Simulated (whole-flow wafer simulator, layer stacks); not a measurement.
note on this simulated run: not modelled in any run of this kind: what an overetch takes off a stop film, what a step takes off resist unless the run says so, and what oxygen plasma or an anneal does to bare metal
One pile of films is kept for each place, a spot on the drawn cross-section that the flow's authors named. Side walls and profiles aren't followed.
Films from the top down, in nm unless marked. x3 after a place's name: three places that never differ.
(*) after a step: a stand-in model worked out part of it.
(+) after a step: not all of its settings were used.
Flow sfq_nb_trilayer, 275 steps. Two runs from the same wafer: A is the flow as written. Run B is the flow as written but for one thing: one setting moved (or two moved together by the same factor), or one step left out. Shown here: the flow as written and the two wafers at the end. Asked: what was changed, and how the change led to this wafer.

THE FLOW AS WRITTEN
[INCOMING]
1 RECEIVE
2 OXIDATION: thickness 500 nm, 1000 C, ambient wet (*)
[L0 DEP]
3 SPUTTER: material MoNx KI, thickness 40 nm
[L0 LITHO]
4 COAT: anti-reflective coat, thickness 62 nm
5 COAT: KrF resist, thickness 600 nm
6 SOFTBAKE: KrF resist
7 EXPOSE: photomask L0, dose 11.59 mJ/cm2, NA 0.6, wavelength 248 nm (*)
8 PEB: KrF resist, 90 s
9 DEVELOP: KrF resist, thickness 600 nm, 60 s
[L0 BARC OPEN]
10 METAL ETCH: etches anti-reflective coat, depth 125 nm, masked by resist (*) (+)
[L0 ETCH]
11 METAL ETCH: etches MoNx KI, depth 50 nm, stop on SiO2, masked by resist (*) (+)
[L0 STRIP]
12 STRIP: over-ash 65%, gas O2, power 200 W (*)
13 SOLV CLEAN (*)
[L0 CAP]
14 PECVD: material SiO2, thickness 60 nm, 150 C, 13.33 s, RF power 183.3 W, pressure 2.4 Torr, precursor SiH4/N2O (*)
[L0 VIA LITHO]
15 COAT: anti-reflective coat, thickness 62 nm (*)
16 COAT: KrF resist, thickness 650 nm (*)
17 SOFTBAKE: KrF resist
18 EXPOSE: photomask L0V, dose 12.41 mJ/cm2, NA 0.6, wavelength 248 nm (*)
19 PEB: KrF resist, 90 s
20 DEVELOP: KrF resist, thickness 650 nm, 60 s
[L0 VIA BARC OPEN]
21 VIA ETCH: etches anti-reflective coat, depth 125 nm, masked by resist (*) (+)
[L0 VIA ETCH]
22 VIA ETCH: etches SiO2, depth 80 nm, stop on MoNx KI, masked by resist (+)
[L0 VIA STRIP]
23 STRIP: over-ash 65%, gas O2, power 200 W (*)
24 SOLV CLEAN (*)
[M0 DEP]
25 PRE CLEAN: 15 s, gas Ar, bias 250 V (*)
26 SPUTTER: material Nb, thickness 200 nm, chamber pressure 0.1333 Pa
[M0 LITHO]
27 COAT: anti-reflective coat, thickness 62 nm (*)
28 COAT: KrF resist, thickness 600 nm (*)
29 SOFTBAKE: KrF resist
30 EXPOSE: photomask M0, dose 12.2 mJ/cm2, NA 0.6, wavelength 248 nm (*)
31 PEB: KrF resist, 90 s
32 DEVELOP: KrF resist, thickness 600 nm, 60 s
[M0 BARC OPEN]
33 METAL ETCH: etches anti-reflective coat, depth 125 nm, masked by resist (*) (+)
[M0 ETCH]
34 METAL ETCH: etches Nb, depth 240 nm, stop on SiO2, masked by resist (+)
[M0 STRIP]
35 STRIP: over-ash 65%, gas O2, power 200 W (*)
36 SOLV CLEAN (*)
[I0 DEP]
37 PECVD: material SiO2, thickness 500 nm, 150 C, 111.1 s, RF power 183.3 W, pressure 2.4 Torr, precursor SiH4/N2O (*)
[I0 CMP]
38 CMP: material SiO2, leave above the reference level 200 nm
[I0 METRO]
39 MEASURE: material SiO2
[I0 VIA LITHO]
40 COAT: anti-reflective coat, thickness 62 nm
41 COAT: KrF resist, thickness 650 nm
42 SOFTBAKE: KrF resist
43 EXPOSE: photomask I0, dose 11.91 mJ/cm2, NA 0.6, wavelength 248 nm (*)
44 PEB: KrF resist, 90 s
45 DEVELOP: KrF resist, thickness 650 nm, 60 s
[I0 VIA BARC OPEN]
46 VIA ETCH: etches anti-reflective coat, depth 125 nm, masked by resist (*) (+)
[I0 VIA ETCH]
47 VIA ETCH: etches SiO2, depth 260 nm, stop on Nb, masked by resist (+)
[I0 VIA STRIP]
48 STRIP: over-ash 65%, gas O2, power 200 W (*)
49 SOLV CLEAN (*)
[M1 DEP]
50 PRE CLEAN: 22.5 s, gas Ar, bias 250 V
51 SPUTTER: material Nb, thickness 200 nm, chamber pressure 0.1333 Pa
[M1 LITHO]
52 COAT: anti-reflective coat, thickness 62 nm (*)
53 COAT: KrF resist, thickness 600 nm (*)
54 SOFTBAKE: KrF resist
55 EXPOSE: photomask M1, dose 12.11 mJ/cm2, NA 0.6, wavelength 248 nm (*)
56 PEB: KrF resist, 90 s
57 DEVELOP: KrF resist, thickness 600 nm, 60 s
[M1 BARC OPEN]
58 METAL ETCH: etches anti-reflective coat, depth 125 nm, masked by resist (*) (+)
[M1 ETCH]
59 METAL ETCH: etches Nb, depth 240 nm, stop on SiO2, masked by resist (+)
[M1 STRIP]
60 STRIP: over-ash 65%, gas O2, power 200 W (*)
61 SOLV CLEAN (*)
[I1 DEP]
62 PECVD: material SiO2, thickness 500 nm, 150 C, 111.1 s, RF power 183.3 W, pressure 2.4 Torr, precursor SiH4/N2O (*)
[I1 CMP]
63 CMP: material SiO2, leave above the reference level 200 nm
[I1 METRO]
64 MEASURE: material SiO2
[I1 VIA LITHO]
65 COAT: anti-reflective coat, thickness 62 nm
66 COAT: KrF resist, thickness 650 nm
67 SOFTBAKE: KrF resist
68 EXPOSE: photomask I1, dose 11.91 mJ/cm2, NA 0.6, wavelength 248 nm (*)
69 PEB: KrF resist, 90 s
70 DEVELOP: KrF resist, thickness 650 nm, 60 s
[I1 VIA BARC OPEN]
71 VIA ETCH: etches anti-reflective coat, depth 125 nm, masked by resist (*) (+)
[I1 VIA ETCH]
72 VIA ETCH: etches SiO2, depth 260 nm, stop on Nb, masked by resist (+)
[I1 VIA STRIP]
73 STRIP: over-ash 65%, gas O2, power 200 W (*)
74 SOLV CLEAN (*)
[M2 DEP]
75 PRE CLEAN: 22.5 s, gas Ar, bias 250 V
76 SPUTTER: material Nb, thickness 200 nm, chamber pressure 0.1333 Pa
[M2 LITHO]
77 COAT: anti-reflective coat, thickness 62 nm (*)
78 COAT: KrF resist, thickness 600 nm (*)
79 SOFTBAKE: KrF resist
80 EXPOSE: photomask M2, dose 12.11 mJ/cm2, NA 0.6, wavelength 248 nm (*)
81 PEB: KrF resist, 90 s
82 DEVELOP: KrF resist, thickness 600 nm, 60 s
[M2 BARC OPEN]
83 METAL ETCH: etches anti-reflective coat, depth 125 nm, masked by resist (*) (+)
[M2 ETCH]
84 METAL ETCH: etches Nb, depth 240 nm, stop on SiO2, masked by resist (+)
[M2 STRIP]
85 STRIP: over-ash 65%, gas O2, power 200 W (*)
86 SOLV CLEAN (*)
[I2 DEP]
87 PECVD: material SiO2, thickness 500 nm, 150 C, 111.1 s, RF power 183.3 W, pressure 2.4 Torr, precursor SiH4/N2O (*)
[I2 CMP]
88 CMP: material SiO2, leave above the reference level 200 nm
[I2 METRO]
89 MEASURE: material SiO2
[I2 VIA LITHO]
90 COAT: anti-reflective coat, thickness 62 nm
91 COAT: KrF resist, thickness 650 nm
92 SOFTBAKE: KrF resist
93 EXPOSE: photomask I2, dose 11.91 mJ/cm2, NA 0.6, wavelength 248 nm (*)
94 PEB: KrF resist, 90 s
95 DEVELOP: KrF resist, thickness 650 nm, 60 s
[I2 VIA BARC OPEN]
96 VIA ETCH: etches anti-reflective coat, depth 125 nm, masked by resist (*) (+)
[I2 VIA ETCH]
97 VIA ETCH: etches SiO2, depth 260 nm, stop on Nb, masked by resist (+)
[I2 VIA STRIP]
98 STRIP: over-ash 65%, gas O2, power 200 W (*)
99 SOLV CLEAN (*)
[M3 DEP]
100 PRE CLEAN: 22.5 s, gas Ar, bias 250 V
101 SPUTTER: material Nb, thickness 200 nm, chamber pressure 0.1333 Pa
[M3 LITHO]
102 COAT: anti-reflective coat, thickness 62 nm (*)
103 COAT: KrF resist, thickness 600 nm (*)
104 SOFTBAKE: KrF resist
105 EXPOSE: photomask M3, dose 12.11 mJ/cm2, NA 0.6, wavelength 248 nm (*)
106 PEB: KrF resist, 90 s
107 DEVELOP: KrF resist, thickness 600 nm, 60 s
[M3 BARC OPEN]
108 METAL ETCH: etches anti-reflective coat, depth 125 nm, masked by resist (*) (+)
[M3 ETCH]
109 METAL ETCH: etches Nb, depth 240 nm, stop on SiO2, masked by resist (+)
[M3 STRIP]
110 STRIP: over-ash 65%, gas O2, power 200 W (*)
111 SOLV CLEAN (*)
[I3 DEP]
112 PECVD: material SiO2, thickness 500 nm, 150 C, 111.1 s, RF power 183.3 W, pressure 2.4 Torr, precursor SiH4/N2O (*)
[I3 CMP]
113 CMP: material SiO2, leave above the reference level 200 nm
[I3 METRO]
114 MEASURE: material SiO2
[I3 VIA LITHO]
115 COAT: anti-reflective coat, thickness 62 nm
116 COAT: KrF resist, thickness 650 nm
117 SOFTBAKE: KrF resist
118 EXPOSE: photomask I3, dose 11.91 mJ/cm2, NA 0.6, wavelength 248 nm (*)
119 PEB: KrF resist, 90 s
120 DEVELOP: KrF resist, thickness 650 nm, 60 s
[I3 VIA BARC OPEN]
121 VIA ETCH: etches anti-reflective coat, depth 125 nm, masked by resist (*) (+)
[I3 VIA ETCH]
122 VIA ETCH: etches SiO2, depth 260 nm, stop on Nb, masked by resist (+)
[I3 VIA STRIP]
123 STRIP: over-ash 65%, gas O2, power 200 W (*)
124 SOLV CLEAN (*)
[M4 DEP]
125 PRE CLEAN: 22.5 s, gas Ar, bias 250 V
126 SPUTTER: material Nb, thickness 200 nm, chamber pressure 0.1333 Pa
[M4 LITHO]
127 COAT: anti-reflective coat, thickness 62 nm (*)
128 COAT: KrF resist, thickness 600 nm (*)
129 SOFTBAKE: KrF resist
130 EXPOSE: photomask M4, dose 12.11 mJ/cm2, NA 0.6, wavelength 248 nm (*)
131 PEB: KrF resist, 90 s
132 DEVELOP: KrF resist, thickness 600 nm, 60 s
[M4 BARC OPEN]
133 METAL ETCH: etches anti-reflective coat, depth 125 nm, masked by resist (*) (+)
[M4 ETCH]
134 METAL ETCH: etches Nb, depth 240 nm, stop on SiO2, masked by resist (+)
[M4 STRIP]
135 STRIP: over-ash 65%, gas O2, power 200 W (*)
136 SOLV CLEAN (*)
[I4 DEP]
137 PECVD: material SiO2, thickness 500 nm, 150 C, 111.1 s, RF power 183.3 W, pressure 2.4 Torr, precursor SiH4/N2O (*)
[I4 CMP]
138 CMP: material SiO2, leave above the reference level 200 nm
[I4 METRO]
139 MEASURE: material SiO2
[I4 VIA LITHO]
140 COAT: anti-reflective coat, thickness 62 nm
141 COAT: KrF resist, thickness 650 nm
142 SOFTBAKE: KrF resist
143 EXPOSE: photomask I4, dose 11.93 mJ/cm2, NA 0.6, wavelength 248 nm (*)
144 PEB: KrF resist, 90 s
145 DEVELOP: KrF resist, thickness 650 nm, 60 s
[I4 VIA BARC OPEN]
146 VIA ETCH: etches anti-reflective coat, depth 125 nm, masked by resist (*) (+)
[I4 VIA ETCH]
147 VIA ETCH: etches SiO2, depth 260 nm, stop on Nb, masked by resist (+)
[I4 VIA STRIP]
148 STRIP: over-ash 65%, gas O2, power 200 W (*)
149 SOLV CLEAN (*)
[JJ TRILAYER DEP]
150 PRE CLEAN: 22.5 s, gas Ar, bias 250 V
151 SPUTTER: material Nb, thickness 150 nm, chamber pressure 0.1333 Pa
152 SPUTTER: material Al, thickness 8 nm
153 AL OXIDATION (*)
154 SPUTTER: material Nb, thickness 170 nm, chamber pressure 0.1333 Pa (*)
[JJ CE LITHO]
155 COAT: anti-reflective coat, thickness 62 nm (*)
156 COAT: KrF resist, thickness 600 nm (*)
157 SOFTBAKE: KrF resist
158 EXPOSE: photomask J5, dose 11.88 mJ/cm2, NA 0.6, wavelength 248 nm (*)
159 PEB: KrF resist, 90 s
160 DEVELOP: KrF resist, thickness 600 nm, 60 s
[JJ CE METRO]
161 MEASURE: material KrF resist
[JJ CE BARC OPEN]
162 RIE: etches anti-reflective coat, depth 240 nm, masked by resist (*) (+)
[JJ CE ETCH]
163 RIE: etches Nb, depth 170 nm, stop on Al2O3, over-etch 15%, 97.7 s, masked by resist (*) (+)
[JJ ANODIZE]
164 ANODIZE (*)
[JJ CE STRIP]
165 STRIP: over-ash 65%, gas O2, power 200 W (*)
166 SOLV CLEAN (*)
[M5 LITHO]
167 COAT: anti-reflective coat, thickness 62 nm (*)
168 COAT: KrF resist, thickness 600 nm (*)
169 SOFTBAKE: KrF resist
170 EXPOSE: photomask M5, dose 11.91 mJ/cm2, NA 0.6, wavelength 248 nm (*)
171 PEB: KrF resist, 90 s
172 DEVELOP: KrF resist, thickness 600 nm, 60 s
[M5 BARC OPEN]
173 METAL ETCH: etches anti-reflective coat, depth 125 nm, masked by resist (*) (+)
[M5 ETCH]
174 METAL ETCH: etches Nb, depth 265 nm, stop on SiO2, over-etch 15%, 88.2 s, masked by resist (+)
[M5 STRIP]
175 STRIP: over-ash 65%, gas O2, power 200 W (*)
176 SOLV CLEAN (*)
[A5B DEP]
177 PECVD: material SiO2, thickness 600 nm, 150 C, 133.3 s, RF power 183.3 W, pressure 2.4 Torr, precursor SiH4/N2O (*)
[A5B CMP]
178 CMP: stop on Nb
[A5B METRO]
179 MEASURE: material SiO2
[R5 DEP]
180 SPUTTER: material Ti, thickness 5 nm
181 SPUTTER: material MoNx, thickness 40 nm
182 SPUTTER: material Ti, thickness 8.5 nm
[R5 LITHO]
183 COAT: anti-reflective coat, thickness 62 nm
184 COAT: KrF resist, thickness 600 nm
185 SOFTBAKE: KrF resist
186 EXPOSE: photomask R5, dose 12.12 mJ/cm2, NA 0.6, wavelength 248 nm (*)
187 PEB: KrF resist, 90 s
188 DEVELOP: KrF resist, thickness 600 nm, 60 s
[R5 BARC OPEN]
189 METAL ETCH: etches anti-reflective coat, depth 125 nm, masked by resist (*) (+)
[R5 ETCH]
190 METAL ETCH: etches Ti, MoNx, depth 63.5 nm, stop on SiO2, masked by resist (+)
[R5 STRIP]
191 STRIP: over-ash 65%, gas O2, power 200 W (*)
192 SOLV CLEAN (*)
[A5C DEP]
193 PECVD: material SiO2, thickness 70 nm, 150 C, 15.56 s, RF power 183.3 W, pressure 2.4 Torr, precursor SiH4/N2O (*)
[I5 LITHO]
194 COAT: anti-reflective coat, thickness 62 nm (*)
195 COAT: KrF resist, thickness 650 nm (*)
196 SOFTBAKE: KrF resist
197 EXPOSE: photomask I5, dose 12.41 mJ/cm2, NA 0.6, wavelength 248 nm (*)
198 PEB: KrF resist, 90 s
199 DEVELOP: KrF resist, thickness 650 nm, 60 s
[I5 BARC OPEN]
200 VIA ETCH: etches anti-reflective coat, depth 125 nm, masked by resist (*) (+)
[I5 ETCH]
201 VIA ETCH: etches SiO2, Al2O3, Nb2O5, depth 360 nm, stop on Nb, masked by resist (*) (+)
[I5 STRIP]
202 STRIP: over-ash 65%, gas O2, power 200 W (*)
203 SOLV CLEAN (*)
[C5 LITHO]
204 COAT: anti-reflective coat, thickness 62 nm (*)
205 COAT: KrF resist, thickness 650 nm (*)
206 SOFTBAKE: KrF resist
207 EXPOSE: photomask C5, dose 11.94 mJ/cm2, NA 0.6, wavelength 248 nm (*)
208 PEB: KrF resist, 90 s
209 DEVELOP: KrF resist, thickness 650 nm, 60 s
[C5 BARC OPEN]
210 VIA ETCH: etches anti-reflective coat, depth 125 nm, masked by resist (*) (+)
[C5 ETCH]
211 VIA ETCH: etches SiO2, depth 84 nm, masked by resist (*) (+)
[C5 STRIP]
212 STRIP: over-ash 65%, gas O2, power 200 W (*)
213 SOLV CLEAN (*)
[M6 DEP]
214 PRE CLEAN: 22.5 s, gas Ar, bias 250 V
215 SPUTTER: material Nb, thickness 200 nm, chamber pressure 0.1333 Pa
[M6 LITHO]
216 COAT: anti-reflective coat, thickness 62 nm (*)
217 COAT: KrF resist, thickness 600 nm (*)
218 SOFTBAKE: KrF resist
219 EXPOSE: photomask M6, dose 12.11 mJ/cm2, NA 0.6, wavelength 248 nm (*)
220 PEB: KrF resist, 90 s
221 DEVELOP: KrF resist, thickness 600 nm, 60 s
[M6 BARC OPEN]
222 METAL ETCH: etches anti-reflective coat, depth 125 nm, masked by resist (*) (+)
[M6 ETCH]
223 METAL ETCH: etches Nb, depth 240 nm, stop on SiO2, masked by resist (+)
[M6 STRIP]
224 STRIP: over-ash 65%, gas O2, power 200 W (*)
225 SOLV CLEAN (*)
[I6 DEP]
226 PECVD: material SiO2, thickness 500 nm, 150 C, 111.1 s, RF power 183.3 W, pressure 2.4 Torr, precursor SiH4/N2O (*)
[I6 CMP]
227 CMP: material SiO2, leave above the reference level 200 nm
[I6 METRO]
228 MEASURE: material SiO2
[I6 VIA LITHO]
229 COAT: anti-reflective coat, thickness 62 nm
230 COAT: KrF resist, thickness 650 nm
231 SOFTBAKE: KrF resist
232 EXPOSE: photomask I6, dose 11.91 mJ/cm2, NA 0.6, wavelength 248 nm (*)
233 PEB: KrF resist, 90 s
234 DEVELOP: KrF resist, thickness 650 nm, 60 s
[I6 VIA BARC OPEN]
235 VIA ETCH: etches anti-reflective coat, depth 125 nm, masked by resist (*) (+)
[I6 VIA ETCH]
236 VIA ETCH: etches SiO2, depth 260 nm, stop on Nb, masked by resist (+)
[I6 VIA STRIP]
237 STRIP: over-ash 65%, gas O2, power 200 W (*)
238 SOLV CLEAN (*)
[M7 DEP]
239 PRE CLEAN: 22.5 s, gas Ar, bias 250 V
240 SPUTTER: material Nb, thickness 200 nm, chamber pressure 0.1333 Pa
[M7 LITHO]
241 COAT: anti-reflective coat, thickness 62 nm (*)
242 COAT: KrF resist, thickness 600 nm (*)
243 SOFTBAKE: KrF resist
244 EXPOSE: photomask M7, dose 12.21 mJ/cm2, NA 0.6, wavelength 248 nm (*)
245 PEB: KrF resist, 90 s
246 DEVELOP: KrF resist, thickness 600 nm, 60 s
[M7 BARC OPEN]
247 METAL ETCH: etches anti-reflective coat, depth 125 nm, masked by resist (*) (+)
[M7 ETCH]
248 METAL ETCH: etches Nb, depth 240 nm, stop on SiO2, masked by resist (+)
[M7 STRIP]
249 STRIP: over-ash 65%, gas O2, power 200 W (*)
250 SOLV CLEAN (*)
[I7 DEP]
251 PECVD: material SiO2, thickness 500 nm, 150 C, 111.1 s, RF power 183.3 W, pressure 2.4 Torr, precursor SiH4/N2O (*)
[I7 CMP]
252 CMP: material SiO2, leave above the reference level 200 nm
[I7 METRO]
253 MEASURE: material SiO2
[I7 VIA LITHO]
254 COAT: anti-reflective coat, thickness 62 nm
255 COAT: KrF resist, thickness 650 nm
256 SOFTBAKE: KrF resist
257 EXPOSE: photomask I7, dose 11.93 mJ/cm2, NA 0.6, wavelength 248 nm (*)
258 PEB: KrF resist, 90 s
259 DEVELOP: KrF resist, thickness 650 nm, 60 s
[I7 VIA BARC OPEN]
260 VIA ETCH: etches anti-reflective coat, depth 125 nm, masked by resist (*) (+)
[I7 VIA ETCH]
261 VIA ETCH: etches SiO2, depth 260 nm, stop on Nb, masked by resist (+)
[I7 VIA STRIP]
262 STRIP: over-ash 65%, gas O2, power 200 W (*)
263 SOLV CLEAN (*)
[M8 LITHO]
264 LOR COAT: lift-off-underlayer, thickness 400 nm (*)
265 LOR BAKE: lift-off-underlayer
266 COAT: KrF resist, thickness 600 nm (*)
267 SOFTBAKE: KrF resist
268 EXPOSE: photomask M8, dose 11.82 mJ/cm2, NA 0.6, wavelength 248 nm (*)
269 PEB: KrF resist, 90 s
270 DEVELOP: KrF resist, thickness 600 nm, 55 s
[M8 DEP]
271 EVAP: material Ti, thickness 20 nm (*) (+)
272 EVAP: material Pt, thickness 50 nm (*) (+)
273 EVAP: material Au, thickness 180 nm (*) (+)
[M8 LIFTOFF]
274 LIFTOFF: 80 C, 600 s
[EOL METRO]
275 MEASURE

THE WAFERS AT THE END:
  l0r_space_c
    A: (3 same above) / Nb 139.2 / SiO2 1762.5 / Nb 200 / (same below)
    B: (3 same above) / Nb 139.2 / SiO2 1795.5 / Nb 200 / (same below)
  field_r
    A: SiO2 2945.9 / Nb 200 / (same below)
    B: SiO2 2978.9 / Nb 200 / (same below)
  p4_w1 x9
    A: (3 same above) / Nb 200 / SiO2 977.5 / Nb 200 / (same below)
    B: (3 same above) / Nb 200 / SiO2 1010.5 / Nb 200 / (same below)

The cause: step 76, SPUTTER: thickness 233 nm was run, where the flow has thickness 200 nm.

How the change led to this, step by step:
  76 SPUTTER: material Nb, thickness 200 nm, chamber pressure 0.1333 Pa
      field_l, v_sur, via_wl and 102 more: A Nb +200 (new film) | B Nb +233 (new film)
      via_v: A Nb +174.5 | B Nb +203.7
  84 METAL ETCH: etches Nb, depth 240 nm, stop on SiO2, masked by resist (+)
      field_l, be, be_sur and 81 more: A Nb -200 (all of it) | B Nb -233 (all of it)
  87 PECVD: material SiO2, thickness 500 nm, 150 C, 111.1 s, RF power 183.3 W, pressure 2.4 Torr, precursor SiH4/N2O (*)
      via_v: A SiO2 +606 (new film) | B SiO2 +585.3 (new film)
  88 CMP: material SiO2, leave above the reference level 200 nm
      field_l, be, be_sur and 81 more: A SiO2 -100 | B SiO2 -67
      via_v: A SiO2 -181.6 | B SiO2 -157.1
